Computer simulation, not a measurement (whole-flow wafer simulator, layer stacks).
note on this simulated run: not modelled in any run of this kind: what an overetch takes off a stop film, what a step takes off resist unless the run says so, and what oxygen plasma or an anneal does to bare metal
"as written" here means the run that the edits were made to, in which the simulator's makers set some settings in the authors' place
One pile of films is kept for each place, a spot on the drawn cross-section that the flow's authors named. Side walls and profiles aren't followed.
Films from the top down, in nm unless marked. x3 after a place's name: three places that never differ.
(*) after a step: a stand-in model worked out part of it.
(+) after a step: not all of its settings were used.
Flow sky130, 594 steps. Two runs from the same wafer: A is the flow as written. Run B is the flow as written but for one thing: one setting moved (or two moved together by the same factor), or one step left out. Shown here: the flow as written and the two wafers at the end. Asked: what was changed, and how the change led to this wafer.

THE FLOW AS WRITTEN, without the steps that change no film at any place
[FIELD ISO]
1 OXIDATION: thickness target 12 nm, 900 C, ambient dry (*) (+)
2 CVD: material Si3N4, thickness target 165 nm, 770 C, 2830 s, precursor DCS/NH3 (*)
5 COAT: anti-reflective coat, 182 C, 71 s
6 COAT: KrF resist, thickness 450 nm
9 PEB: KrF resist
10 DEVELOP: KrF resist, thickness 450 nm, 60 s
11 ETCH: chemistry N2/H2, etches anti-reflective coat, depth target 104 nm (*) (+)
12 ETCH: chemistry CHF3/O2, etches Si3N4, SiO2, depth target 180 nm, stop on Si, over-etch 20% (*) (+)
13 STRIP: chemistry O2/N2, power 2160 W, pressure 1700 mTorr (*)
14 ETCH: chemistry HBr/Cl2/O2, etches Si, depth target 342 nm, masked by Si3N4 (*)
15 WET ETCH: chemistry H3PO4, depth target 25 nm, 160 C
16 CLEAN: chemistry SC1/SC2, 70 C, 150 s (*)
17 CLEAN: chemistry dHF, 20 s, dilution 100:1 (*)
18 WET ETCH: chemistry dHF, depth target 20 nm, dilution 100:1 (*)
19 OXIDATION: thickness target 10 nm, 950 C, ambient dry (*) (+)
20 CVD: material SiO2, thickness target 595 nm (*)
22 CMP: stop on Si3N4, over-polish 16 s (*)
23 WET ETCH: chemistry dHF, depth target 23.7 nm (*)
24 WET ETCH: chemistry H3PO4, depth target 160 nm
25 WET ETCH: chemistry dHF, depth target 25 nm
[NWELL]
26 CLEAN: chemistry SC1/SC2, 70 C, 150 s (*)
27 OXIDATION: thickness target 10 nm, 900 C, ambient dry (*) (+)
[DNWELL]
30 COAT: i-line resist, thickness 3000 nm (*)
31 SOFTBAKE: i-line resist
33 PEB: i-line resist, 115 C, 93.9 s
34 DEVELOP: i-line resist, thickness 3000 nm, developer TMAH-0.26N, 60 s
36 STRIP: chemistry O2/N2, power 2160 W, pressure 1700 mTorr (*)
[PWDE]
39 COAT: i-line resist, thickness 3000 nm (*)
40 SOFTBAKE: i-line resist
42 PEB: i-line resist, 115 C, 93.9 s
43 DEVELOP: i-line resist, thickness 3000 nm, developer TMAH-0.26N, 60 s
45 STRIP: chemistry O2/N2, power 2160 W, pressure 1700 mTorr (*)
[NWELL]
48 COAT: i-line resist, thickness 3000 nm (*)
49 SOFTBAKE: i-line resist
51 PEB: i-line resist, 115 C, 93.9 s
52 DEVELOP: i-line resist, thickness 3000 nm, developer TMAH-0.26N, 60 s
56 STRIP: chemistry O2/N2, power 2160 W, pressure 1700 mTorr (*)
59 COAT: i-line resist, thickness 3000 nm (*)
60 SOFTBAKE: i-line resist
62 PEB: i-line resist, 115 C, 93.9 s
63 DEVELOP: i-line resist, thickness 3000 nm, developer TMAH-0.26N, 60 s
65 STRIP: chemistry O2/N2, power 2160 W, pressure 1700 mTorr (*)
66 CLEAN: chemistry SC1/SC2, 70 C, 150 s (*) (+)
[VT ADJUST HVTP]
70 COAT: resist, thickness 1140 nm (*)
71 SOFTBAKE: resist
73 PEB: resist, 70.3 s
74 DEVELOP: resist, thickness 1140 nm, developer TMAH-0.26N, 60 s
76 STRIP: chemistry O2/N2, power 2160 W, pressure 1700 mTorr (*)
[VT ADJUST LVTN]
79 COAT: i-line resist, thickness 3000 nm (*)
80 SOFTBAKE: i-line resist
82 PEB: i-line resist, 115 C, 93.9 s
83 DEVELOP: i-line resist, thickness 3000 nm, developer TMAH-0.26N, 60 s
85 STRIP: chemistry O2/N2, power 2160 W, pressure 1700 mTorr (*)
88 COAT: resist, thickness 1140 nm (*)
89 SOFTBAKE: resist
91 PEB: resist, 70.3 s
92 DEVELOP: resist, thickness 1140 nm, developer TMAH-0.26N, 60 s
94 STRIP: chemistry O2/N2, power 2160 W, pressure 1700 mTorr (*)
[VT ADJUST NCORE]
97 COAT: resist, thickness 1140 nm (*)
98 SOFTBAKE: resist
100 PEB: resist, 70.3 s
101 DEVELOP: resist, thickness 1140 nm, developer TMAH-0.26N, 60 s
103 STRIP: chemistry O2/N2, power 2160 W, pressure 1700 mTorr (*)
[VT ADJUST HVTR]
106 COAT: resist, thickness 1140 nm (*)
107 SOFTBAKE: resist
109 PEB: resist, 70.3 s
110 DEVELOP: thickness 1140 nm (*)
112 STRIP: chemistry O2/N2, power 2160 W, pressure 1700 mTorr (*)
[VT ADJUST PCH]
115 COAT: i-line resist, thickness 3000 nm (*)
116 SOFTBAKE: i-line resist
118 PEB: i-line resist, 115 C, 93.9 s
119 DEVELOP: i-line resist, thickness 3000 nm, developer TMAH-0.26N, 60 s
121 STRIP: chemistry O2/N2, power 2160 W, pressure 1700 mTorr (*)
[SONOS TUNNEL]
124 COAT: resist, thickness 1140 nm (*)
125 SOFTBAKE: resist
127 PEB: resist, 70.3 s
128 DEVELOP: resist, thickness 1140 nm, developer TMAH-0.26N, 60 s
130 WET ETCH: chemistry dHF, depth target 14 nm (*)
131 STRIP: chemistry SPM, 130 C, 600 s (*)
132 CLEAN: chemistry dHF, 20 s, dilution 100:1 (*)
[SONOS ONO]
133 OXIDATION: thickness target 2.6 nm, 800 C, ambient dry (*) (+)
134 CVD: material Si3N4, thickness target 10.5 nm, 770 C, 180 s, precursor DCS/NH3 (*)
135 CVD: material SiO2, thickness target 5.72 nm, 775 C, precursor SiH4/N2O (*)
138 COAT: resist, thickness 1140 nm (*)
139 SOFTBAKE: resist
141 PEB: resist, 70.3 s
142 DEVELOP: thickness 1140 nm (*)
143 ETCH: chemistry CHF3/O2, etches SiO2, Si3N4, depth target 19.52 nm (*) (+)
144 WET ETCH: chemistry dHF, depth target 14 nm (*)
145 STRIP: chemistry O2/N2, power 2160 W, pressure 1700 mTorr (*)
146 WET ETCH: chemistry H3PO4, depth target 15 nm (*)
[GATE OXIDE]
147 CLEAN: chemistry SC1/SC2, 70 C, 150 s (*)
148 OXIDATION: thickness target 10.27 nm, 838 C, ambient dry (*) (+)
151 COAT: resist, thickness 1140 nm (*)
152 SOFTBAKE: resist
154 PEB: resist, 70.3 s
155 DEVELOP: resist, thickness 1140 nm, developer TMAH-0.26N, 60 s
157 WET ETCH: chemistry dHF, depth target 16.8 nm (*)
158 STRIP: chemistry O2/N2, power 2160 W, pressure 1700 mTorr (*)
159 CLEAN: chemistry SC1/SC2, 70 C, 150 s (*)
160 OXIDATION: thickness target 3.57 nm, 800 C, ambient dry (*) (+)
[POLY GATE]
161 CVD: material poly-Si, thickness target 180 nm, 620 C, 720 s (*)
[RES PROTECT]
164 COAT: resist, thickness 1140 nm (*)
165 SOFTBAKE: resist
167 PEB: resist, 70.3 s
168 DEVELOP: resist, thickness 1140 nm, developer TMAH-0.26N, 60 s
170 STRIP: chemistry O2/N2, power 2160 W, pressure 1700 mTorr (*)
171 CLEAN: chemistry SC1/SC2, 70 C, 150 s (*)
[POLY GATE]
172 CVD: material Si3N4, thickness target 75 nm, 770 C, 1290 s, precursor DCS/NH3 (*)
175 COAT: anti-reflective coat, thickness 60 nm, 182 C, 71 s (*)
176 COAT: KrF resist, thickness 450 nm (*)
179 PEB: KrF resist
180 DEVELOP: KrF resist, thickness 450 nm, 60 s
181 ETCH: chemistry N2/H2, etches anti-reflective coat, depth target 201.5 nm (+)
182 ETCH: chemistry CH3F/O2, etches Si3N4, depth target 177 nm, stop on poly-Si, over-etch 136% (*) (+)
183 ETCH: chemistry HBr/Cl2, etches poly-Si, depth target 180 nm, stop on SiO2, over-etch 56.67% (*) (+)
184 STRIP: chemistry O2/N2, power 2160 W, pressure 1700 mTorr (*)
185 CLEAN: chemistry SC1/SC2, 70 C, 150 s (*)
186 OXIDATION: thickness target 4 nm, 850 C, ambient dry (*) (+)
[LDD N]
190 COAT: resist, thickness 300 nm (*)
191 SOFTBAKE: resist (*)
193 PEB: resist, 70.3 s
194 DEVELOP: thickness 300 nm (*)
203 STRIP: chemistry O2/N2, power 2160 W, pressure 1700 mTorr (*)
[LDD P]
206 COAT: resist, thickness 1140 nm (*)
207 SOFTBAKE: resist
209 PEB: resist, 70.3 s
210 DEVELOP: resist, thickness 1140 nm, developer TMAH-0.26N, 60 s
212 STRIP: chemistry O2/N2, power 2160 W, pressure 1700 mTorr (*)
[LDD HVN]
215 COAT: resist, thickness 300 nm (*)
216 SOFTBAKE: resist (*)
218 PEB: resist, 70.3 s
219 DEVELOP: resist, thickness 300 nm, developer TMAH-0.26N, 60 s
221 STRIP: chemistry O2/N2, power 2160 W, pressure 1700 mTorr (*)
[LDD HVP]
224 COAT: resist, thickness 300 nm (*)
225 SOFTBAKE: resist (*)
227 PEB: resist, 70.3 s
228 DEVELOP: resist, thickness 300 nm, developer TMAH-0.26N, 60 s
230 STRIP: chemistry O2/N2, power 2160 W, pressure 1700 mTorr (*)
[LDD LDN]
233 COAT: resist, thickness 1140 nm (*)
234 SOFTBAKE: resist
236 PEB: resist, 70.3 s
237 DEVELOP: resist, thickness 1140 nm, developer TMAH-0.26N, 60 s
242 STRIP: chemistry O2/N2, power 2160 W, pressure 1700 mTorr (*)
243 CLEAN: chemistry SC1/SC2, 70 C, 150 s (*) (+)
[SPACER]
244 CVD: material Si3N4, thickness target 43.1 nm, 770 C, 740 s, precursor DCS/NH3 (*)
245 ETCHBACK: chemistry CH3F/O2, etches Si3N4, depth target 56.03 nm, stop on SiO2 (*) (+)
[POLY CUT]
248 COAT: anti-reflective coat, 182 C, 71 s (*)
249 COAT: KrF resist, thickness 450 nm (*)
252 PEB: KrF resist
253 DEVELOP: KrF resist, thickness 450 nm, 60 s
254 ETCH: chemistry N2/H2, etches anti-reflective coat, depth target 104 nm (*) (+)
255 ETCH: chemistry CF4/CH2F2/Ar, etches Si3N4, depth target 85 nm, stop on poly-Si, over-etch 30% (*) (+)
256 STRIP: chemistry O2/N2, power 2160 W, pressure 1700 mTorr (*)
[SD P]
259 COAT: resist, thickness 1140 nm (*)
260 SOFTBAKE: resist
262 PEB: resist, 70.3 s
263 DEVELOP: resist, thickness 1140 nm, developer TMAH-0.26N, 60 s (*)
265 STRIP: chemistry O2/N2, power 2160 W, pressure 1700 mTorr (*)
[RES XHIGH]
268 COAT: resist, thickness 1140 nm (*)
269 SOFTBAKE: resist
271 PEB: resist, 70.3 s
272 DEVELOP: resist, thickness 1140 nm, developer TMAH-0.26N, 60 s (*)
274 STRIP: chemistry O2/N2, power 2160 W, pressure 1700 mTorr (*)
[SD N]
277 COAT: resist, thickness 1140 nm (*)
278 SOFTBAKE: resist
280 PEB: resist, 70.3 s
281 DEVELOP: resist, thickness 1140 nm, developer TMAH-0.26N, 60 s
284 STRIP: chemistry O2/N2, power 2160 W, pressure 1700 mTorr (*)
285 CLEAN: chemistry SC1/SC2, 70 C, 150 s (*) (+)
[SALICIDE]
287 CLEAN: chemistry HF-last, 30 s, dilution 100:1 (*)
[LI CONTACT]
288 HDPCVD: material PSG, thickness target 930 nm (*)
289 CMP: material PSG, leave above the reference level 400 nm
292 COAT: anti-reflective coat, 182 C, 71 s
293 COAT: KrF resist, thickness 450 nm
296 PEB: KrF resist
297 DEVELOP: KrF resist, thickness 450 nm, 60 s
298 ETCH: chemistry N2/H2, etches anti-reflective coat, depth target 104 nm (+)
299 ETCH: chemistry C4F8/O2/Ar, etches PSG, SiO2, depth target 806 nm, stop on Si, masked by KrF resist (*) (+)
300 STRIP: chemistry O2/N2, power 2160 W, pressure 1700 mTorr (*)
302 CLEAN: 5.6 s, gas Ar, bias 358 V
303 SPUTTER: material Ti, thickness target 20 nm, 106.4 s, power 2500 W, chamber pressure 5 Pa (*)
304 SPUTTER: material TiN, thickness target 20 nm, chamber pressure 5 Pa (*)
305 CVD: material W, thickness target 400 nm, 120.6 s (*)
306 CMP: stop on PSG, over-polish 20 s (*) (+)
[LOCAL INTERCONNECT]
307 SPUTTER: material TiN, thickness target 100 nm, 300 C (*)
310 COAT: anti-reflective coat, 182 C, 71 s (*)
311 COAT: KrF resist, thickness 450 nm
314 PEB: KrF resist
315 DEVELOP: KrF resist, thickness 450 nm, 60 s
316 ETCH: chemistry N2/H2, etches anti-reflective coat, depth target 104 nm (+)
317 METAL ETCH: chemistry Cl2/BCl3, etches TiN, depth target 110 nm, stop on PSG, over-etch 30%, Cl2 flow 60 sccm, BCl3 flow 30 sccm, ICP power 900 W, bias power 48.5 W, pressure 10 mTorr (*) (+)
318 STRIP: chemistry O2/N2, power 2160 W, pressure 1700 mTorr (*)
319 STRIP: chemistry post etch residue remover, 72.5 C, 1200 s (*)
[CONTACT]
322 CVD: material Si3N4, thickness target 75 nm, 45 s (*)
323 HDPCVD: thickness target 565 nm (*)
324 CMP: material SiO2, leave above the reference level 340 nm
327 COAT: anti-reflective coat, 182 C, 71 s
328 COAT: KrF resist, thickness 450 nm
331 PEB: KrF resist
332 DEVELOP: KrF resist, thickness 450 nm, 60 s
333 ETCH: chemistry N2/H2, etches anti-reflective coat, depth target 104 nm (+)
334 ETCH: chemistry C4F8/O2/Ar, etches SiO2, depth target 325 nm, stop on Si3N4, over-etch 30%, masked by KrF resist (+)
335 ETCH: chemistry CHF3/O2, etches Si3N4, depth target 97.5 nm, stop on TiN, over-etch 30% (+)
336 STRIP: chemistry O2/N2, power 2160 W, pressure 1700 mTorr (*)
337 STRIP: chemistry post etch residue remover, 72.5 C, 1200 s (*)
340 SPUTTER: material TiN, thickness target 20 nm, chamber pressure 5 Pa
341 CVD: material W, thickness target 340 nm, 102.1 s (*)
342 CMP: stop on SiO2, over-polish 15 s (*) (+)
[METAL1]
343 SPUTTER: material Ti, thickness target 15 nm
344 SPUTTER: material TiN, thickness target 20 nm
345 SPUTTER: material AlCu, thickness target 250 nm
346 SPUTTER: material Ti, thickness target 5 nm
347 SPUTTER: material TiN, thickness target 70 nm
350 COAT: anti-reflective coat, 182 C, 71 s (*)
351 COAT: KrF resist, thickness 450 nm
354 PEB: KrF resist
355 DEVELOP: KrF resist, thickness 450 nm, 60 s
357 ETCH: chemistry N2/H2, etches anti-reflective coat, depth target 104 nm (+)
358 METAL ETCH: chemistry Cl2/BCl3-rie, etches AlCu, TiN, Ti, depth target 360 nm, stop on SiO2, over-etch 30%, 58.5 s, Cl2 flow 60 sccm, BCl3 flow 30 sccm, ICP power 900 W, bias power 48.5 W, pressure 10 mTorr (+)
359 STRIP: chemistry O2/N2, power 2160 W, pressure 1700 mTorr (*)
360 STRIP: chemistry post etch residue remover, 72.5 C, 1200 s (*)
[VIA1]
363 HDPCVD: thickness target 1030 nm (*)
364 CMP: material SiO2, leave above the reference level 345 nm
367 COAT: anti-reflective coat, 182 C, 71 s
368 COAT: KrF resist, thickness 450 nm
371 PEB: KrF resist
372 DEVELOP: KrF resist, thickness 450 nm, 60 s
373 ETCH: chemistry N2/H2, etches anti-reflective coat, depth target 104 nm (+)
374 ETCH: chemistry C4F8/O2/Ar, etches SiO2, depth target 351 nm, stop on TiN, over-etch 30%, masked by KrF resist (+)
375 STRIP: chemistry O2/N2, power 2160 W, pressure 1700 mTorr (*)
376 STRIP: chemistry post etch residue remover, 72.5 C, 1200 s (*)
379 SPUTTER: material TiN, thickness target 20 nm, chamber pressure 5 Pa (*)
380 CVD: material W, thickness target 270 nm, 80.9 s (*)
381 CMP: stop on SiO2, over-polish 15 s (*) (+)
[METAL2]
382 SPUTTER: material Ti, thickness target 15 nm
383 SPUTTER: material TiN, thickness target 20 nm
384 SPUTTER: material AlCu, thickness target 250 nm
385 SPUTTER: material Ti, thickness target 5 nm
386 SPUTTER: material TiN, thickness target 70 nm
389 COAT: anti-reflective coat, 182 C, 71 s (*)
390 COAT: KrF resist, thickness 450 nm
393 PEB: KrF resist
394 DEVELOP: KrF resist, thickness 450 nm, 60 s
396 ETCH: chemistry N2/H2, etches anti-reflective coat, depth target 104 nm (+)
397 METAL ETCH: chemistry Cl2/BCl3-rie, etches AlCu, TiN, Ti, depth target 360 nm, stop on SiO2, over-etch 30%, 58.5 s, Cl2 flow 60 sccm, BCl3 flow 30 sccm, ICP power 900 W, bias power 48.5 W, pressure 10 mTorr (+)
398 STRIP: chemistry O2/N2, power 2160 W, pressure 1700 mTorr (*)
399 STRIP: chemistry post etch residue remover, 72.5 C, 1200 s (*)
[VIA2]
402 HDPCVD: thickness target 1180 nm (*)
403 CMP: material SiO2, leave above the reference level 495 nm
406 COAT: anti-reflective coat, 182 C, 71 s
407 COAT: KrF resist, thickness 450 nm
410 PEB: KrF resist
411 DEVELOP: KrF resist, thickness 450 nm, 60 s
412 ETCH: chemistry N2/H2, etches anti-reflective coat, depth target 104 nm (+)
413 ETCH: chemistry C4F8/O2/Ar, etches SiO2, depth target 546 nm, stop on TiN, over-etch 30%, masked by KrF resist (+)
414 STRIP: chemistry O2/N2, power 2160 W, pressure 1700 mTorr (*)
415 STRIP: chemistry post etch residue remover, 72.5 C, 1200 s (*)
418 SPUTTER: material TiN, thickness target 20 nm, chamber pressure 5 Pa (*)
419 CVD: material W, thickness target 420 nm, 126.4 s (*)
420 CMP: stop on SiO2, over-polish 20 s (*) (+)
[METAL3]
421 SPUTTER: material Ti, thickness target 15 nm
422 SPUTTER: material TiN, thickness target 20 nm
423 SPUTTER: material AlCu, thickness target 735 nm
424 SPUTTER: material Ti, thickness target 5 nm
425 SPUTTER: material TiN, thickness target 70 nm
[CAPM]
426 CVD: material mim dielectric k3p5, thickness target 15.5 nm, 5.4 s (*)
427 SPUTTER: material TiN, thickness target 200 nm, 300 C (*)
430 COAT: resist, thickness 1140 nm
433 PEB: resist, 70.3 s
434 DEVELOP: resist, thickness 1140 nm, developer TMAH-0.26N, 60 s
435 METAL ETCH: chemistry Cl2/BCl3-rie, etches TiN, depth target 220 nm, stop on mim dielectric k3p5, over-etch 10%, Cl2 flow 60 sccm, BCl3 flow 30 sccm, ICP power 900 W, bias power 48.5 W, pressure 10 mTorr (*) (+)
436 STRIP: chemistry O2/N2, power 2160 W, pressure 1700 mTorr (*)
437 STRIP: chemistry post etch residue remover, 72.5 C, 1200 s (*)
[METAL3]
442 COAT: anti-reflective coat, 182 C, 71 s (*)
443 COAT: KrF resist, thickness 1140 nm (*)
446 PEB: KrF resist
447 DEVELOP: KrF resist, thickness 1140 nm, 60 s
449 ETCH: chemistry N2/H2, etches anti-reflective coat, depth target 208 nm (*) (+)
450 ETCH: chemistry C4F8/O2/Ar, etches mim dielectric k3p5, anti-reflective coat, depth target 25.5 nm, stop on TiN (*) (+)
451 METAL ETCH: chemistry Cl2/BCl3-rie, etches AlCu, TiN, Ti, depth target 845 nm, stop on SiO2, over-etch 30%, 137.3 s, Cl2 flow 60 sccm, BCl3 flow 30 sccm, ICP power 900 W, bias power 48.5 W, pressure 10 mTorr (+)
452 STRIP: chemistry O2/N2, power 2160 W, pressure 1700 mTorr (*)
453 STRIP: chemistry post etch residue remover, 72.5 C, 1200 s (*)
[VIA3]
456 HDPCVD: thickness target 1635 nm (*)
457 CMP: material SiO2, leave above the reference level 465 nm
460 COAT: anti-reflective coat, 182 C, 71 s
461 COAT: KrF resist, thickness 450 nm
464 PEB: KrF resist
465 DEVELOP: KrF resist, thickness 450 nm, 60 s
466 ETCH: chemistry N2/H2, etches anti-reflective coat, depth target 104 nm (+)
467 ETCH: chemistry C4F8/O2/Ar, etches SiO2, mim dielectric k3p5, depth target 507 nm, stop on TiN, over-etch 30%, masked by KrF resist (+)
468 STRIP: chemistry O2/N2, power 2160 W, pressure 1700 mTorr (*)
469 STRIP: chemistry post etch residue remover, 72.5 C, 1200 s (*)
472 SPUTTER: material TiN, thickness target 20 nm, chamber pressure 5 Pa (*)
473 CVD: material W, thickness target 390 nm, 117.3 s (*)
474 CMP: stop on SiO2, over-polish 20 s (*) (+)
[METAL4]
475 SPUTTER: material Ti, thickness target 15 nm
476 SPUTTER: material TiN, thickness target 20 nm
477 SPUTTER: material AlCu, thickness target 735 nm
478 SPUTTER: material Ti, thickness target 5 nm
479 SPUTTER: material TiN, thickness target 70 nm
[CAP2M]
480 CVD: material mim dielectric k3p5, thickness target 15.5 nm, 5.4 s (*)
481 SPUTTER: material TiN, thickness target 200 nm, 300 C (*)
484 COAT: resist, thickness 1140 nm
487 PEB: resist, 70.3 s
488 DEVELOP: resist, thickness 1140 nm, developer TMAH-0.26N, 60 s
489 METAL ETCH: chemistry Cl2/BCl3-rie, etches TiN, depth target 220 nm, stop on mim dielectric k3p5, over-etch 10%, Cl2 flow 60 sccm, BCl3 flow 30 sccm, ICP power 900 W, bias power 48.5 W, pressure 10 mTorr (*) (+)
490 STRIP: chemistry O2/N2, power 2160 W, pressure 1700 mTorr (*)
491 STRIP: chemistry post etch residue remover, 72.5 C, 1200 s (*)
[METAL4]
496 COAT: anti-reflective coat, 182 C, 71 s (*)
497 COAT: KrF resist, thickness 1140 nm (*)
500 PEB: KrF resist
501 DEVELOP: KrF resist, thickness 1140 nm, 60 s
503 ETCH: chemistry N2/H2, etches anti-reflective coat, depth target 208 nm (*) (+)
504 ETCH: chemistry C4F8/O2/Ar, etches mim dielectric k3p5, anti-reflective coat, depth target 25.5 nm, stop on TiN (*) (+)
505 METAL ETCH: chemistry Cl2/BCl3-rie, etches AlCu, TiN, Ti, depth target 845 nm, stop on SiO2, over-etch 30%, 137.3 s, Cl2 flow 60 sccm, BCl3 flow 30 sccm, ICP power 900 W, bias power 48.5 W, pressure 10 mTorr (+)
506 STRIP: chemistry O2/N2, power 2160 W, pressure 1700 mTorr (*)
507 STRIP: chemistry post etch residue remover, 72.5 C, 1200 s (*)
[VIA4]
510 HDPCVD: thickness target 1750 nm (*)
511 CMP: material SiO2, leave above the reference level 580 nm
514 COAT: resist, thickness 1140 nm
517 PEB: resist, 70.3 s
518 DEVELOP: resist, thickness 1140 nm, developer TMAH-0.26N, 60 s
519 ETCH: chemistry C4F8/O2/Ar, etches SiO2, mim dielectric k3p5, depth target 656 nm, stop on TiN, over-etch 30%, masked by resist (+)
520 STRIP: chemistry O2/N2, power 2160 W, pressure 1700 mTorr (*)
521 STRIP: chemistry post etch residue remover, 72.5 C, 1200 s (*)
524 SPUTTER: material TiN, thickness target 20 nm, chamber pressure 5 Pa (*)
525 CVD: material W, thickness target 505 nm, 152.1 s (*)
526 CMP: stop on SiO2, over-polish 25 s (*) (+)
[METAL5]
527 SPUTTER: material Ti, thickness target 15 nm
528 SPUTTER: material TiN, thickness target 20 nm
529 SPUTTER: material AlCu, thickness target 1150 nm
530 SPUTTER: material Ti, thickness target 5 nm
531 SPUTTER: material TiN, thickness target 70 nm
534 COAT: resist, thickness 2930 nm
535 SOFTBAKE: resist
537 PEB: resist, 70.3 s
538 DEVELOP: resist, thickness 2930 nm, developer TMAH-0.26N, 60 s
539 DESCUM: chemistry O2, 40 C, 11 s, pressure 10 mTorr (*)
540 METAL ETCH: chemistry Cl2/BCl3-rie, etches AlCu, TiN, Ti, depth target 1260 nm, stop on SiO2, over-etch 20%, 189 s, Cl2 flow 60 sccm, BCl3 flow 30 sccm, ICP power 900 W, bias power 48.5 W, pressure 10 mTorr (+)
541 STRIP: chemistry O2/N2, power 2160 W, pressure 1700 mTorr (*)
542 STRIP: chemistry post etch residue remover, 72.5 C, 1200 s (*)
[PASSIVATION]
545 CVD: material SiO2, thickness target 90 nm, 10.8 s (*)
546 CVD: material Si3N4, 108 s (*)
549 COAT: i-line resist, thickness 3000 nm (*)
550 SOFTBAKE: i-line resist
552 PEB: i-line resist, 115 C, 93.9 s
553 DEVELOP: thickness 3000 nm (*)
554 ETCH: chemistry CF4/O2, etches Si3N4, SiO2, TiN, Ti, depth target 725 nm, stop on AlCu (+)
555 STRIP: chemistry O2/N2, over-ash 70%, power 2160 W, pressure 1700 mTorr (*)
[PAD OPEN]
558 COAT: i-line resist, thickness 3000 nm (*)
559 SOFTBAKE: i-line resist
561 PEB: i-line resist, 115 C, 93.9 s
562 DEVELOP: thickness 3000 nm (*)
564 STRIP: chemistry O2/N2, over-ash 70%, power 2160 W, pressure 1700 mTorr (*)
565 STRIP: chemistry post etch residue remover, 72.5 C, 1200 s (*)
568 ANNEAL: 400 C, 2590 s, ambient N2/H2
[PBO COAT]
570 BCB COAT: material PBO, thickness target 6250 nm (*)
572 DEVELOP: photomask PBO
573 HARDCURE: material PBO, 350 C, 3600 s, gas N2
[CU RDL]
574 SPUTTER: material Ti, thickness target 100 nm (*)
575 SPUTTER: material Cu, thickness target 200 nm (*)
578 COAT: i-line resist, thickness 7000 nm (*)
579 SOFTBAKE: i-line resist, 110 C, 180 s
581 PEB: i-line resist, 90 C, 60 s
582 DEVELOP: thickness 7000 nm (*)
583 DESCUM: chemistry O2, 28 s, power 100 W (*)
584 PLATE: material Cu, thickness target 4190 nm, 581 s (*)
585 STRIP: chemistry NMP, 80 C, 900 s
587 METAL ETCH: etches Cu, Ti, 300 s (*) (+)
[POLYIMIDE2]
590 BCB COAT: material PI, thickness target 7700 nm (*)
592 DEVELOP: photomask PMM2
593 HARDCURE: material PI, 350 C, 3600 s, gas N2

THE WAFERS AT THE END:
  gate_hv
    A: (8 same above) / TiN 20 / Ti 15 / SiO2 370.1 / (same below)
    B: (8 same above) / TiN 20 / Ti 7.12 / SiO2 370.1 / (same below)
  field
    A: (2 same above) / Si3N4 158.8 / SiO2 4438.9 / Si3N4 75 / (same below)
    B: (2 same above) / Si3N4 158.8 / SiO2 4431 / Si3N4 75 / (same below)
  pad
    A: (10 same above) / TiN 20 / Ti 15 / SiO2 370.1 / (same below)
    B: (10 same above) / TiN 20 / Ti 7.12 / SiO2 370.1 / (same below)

The cause: step 475, SPUTTER: thickness target 7.12 nm was run, where the flow has thickness target 15 nm.
It can be read off the wafer: gate_hv has Ti 7.12, and step 475 as written asks for 15 nm.

How the change led to this, step by step:
  475 SPUTTER: material Ti, thickness target 15 nm
      field, active, n_well and 189 more: A Ti +15 (new film) | B Ti +7.12 (new film)
  505 METAL ETCH: chemistry Cl2/BCl3-rie, etches AlCu, TiN, Ti, depth target 845 nm, stop on SiO2, over-etch 30%, 137.3 s, Cl2 flow 60 sccm, BCl3 flow 30 sccm, ICP power 900 W, bias power 48.5 W, pressure 10 mTorr (+)
      field, gate, spacer and 68 more: A TiN -70 (all of it), Ti -5 (all of it), AlCu -735 (all of it), TiN -20 (all of it), Ti -15 (all of it), SiO2 -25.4 | B TiN -70 (all of it), Ti -5 (all of it), AlCu -735 (all of it), TiN -20 (all of it), Ti -7.12 (all of it), SiO2 -26.1
      active, vpp_iso1, mim_edge_plate and 14 more: A TiN -70 (all of it), Ti -5 (all of it), AlCu -735 (all of it), TiN -20 (all of it), Ti -15 (all of it), SiO2 -25.3 | B TiN -70 (all of it), Ti -5 (all of it), AlCu -735 (all of it), TiN -20 (all of it), Ti -7.12 (all of it), SiO2 -26.1
